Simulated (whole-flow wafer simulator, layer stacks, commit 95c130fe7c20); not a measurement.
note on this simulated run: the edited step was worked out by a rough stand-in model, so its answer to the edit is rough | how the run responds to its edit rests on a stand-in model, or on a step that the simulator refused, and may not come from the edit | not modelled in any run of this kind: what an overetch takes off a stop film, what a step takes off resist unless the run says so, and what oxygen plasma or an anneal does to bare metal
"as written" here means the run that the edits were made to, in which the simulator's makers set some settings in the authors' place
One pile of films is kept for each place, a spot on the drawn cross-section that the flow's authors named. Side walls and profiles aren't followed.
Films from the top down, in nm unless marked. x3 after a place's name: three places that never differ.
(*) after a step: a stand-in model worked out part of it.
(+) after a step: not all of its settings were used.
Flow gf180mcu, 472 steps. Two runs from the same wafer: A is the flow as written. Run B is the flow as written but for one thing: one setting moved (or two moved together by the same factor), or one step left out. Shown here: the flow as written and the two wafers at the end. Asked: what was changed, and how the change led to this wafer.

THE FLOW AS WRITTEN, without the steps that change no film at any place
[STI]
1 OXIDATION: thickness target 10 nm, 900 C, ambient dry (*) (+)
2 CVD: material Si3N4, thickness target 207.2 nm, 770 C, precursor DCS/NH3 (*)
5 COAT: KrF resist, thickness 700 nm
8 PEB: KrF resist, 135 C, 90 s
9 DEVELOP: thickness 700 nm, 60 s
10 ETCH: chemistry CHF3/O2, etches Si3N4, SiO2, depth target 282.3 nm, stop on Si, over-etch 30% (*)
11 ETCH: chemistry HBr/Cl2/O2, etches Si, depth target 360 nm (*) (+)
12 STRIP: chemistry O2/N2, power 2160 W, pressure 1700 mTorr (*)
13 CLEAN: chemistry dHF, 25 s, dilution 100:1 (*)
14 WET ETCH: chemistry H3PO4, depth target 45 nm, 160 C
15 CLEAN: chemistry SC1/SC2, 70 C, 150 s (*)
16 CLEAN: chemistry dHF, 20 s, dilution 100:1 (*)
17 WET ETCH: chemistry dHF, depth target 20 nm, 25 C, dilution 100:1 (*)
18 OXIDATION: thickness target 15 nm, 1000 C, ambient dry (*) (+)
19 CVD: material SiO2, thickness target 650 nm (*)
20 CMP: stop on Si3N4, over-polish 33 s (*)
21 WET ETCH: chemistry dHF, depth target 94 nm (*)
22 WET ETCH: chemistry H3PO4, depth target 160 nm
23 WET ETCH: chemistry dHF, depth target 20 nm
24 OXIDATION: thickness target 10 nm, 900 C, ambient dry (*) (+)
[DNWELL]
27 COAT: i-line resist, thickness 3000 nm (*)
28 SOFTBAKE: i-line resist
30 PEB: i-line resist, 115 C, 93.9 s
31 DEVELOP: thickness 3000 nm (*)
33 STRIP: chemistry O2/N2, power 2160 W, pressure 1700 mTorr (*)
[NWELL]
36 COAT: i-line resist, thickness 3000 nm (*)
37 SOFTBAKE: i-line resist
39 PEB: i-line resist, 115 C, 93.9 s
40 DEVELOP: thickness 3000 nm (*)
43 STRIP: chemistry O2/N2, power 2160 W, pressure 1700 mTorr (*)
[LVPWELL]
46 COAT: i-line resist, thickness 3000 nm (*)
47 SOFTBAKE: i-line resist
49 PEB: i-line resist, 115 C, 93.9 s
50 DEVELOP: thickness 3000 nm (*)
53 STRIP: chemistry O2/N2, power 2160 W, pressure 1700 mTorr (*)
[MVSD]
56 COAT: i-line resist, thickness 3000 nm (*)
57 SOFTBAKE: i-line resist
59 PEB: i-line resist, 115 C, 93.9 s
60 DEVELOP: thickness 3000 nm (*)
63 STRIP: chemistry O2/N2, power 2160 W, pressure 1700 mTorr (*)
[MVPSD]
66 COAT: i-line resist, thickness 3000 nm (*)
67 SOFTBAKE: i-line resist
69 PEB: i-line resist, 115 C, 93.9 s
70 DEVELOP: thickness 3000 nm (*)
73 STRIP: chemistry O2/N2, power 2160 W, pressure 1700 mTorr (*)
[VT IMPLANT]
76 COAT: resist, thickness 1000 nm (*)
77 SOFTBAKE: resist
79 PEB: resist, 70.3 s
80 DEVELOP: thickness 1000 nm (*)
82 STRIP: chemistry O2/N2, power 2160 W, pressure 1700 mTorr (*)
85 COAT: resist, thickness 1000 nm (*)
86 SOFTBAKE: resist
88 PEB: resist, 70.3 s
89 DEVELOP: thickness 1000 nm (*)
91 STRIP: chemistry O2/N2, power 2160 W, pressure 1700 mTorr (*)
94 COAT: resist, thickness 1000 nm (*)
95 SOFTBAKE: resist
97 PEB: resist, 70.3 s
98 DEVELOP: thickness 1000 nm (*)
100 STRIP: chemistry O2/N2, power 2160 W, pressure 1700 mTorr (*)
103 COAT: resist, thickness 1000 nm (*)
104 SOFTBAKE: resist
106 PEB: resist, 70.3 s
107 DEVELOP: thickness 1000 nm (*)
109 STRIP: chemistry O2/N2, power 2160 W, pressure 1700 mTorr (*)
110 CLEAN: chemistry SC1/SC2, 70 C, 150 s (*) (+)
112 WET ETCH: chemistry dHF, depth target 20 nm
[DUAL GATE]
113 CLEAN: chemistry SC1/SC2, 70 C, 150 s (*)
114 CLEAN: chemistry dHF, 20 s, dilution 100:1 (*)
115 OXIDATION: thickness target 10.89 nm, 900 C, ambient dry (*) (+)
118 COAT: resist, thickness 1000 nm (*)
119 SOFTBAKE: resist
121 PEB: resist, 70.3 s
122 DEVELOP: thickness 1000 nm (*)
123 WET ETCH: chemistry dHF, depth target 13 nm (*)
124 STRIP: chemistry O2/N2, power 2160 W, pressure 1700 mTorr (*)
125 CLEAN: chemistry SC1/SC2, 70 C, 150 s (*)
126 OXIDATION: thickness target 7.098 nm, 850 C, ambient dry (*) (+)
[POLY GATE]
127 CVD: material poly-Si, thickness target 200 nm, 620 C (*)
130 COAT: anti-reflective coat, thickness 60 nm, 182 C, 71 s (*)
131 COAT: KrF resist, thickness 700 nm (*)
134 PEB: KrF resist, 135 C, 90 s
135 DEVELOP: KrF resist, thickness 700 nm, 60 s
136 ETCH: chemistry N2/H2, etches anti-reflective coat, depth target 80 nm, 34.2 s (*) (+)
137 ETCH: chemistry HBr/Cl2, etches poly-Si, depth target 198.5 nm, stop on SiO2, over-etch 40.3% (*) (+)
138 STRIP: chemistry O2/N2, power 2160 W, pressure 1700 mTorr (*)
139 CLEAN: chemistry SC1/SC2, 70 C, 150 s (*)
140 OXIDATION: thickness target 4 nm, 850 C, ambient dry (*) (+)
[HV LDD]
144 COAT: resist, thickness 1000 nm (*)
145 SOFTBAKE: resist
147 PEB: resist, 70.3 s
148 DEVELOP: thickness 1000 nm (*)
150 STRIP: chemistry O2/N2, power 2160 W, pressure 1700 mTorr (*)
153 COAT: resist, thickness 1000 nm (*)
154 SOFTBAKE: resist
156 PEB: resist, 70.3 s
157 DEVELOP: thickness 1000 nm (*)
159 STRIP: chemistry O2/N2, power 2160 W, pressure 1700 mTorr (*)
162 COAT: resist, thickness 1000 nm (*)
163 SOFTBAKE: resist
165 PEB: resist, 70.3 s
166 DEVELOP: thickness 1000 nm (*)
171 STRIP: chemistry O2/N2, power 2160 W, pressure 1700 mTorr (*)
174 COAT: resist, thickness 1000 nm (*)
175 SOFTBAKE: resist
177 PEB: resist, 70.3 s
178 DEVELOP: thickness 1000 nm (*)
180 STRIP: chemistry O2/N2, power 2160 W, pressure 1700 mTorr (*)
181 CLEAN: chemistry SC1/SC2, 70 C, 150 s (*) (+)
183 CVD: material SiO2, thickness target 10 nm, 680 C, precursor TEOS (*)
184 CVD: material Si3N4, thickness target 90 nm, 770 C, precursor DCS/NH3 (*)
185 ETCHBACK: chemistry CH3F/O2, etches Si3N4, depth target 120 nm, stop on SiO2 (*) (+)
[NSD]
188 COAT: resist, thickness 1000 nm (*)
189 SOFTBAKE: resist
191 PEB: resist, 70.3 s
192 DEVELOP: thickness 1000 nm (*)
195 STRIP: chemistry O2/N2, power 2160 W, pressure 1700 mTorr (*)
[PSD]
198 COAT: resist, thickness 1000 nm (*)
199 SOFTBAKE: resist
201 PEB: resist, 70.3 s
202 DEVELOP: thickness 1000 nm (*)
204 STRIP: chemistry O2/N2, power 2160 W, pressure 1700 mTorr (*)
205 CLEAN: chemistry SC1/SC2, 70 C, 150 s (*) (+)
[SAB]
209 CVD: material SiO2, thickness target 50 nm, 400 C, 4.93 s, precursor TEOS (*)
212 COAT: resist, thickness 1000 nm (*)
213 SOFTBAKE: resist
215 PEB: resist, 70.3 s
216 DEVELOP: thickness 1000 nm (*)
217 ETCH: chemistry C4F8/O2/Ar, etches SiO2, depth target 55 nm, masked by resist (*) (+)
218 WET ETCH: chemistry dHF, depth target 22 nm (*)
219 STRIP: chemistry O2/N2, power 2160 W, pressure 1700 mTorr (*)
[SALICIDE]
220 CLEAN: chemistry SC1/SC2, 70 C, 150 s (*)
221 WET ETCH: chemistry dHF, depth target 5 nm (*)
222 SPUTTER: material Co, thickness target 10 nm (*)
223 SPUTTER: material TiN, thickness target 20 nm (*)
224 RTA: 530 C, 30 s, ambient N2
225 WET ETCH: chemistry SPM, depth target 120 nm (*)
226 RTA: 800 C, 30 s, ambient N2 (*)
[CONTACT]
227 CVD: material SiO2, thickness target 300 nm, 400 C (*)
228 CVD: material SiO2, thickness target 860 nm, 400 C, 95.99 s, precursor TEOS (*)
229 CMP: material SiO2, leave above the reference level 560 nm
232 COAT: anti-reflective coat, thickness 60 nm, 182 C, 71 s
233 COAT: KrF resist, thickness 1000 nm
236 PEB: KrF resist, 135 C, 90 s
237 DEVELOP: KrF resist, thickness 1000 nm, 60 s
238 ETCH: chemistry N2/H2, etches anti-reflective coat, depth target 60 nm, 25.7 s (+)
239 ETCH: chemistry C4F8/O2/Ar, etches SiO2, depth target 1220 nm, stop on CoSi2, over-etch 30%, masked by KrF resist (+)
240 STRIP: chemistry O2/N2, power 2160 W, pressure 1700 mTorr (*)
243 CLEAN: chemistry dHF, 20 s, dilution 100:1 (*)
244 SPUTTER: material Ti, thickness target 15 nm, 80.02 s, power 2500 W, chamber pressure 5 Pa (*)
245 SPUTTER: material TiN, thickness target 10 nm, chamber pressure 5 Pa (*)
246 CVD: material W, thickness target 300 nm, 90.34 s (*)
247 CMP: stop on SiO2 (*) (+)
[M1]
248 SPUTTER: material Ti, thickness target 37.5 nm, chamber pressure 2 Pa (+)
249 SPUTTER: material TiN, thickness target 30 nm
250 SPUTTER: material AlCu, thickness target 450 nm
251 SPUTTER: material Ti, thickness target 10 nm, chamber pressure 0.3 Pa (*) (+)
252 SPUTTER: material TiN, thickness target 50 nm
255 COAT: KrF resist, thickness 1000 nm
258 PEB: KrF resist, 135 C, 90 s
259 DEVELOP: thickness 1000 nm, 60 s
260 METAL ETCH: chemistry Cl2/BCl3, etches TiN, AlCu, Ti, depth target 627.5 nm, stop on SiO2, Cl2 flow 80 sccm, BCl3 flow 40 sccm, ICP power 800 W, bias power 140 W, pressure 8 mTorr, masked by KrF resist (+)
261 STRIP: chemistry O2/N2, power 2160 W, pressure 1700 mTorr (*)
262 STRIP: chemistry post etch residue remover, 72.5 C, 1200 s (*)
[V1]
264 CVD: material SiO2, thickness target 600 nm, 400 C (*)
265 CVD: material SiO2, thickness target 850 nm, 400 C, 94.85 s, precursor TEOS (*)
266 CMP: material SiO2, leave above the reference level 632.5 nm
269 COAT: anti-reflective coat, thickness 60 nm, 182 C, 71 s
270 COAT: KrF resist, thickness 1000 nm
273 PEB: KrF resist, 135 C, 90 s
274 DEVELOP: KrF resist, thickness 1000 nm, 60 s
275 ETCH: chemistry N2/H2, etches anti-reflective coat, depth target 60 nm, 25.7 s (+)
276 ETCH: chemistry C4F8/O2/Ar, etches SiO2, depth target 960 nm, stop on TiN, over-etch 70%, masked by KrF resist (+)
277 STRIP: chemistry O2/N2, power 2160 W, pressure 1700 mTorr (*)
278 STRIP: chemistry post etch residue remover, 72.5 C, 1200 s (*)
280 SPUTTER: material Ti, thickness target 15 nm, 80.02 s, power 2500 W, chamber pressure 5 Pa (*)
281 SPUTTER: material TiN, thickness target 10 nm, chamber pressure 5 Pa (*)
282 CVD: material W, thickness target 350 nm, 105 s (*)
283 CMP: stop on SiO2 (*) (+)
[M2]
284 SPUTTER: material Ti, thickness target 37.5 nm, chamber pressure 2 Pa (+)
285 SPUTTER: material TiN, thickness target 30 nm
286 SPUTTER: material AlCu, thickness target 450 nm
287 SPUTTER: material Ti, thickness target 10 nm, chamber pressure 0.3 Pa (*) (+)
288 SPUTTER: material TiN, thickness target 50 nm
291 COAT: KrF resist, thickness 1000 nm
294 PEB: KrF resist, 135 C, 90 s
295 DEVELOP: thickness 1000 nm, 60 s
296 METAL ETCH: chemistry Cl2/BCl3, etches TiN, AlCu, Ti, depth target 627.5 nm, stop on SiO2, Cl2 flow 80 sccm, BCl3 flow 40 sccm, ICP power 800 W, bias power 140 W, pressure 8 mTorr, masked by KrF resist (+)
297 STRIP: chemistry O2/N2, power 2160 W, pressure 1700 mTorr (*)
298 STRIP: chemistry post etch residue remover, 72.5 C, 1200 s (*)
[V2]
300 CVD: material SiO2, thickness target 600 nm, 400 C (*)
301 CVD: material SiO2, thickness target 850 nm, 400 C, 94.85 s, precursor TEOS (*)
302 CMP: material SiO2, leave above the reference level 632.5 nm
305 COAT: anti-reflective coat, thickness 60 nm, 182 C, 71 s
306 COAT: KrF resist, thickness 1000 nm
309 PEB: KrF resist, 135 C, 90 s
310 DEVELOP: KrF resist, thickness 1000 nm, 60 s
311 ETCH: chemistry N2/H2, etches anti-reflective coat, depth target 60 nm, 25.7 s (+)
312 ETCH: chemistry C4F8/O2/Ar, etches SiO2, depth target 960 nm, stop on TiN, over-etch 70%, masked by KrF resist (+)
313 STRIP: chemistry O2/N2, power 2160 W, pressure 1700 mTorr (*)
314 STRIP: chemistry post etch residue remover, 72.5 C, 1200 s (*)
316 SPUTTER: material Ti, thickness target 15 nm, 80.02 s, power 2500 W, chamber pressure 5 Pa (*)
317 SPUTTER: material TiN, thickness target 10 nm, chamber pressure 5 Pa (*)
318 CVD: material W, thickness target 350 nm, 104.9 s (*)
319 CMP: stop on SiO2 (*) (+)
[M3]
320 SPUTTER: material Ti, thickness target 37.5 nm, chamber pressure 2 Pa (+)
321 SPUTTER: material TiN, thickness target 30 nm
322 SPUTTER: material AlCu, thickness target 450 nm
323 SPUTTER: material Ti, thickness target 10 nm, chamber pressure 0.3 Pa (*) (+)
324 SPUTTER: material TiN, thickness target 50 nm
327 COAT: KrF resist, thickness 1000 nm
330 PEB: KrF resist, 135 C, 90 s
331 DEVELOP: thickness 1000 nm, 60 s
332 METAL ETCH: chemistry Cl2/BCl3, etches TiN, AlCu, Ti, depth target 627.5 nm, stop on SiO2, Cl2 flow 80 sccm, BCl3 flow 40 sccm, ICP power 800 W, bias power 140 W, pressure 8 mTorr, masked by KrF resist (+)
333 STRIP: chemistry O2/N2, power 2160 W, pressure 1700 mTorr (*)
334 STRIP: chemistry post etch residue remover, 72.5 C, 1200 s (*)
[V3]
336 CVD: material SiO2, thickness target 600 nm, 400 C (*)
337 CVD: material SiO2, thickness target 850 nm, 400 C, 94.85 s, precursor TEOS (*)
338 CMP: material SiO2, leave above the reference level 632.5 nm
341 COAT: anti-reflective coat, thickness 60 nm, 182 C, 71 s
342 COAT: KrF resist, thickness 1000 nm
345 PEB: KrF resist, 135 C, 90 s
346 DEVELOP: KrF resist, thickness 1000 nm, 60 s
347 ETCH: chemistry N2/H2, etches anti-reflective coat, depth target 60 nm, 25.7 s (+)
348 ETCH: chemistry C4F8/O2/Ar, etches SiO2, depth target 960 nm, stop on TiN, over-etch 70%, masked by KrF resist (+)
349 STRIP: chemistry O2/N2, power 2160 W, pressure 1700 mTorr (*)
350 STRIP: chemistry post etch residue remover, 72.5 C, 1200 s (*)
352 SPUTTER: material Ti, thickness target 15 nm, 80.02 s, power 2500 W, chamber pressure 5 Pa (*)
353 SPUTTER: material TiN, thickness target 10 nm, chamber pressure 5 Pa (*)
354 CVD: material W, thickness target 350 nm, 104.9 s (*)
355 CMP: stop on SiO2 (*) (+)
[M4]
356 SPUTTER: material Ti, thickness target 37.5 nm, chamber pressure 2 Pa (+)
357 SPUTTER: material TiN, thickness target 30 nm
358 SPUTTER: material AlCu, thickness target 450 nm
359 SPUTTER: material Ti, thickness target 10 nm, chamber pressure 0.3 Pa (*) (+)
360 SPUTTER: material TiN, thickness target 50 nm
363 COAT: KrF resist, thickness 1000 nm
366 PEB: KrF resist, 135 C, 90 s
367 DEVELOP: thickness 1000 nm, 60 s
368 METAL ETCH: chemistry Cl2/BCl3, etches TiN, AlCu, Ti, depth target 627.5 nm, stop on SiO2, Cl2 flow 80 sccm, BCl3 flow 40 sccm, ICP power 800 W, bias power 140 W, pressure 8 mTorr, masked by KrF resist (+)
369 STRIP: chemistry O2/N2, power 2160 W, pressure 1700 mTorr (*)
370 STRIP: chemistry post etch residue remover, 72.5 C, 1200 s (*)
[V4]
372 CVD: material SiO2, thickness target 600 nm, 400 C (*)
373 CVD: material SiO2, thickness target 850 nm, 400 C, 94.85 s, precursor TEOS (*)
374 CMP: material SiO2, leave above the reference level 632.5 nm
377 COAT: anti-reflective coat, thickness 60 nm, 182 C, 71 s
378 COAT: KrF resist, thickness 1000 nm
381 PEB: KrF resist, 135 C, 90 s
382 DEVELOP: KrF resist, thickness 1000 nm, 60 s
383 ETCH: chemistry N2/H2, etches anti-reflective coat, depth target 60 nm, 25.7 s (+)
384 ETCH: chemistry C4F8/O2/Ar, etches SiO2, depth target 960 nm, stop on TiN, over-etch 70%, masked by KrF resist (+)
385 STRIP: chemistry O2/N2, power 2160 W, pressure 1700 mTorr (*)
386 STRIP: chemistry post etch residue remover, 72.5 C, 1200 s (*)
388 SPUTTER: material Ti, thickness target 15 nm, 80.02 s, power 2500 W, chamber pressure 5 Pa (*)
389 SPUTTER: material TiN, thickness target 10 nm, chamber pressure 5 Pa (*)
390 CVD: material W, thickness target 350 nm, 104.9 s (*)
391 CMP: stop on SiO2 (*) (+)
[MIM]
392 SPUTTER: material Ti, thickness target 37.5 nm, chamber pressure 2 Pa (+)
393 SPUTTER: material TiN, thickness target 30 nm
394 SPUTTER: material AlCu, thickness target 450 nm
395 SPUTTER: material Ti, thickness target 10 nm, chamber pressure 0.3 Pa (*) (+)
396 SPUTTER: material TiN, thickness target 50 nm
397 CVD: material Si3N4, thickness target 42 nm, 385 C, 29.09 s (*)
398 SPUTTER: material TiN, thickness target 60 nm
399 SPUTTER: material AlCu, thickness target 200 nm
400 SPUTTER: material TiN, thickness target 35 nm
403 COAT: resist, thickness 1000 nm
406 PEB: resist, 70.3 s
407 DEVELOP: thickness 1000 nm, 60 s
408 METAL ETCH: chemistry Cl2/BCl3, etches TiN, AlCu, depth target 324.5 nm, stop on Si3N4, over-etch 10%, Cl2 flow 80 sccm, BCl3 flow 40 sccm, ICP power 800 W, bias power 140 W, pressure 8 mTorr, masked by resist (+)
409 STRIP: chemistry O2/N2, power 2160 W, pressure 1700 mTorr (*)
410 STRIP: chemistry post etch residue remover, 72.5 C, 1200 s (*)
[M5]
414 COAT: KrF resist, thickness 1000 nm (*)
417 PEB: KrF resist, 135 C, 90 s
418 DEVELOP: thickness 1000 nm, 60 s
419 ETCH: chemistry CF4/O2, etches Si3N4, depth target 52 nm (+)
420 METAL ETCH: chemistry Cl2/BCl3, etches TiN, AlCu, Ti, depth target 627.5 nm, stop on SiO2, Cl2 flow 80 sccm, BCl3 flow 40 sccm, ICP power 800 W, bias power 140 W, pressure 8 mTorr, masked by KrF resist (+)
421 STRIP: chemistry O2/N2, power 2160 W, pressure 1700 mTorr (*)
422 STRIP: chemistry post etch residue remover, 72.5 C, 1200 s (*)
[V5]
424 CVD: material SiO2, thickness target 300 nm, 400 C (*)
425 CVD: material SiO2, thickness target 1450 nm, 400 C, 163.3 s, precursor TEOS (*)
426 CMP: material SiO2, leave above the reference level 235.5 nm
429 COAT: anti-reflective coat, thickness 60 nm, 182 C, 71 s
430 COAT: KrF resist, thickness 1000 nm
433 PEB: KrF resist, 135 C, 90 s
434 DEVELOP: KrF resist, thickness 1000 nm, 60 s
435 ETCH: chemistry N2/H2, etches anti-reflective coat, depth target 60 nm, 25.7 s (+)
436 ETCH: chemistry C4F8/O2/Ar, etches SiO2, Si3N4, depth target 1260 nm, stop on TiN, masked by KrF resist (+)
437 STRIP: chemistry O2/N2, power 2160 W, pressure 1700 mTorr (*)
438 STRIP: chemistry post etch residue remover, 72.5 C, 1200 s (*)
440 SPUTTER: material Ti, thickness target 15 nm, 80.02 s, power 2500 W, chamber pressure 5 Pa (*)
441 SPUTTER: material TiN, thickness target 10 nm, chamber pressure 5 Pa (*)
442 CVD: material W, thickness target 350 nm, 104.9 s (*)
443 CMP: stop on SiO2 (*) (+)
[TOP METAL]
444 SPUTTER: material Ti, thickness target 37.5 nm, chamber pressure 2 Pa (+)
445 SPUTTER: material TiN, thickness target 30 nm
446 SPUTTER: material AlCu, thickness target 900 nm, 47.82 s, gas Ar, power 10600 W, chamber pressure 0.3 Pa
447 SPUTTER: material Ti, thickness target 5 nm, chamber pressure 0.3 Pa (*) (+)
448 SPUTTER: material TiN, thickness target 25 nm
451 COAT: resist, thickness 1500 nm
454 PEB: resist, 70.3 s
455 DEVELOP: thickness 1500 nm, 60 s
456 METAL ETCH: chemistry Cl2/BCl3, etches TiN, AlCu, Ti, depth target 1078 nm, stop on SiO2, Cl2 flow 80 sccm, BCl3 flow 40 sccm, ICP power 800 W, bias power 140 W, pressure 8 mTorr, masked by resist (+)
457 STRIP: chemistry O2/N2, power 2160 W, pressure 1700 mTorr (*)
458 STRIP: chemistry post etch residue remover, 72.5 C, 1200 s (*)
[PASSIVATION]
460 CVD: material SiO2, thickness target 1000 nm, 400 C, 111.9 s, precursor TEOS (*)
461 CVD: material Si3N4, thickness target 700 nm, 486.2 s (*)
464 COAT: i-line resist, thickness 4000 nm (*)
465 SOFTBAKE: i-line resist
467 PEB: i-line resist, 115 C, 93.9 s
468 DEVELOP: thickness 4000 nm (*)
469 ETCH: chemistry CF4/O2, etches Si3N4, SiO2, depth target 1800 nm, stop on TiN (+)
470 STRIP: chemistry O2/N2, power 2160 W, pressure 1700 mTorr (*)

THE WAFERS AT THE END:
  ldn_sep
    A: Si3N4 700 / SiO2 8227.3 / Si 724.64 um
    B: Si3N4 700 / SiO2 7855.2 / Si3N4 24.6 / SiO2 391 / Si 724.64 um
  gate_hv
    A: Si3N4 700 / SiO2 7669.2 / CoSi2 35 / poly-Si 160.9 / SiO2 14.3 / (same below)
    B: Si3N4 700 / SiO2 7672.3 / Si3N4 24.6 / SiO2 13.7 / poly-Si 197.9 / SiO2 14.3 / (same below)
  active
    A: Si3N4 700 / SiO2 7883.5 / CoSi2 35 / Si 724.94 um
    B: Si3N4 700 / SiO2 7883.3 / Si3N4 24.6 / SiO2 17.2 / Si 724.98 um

The cause: step 185, ETCHBACK: depth target 61.2 nm was run, where the flow has depth target 120 nm.

How the change led to this, step by step:
  185 ETCHBACK: chemistry CH3F/O2, etches Si3N4, depth target 120 nm, stop on SiO2 (*) (+)
      field, field__w1, field__w2 and 100 more: A Si3N4 -90 (all of it), SiO2 -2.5 | B Si3N4 -61.2
  188 COAT: resist, thickness 1000 nm (*)
      spacer: A resist +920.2 (new film) | B resist +951.6 (new film)
  189 SOFTBAKE: resist
      field__w9: A resist +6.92 | B resist -3.14
      nw_enc_fld_lv: A resist +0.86 | B resist +5.57
  191 PEB: resist, 70.3 s
      spacer: A resist -14.3 | B resist -15.1
  192 DEVELOP: thickness 1000 nm (*)
      spacer: A resist -905.9 (all of it) | B resist -936.5 (all of it)
  198 COAT: resist, thickness 1000 nm (*)
      spacer: A resist +920.2 (new film) | B resist +951.6 (new film)
  199 SOFTBAKE: resist
      field__w9: A resist +6.92 | B resist -3.14
      nw_enc_fld_lv: A resist +0.86 | B resist +5.57
  201 PEB: resist, 70.3 s
      spacer: A resist -14.3 | B resist -15.1
  204 STRIP: chemistry O2/N2, power 2160 W, pressure 1700 mTorr (*)
      spacer: A resist -905.9 (all of it) | B resist -936.5 (all of it)
  205 CLEAN: chemistry SC1/SC2, 70 C, 150 s (*) (+)
      field, field__w1, field__w2 and 105 more: A SiO2 -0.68 | B Si3N4 -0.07
  209 CVD: material SiO2, thickness target 50 nm, 400 C, 4.93 s, precursor TEOS (*)
      field, field__w7, field__w8 and 73 more: A SiO2 +50 | B SiO2 +50 (new film)
      field_sub__w1, field_sub__w3, field_sub__w4, field_sub__w5, ld_drift_n: A SiO2 +48.9 | B SiO2 +48.8 (new film)
      (and at 27 more places)
  212 COAT: resist, thickness 1000 nm (*)
      spacer: A resist +919.4 (new film) | B resist +951.2 (new film)
  215 PEB: resist, 70.3 s
      spacer: A resist -14.3 | B resist -15.1
  216 DEVELOP: thickness 1000 nm (*)
      spacer: A resist -905.1 (all of it) | B resist -936.1 (all of it)
  217 ETCH: chemistry C4F8/O2/Ar, etches SiO2, depth target 55 nm, masked by resist (*) (+)
      field, field__w7, field__w8 and 70 more: A SiO2 -55 | B SiO2 -50 (all of it), Si3N4 -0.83
      field_sub__w1, field_sub__w3, field_sub__w4, field_sub__w5, ld_drift_n: A SiO2 -55 | B SiO2 -48.8 (all of it), Si3N4 -1.03
      (and at 21 more places)
  218 WET ETCH: chemistry dHF, depth target 22 nm (*)
      gate, gate_hv, gate_p and 23 more: A SiO2 -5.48 (all of it) | B Si3N4 -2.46
      field, field__w10, sti and 14 more: A SiO2 -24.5 | B Si3N4 -2.46
      (and at 56 more places)
  ... 12 more steps ...
  471 ANNEAL: 400 C, 1800 s, ambient N2/H2
      polyc_n, polyc_p: A nothing | B under 9 films: void +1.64 (new film), Ti -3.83, TiSi first +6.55 (new film), poly-Si -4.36
      contact: A nothing | B under 49 films: void +1.62 (new film), Ti -3.83, TiSi first +6.55 (new film), Si -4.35
Counting metal films that touch as one body, gate_hv has 0 bodies; the flow as written gives 1 body.
Counting metal films that touch as one body, active has 0 bodies; the flow as written gives 1 body.
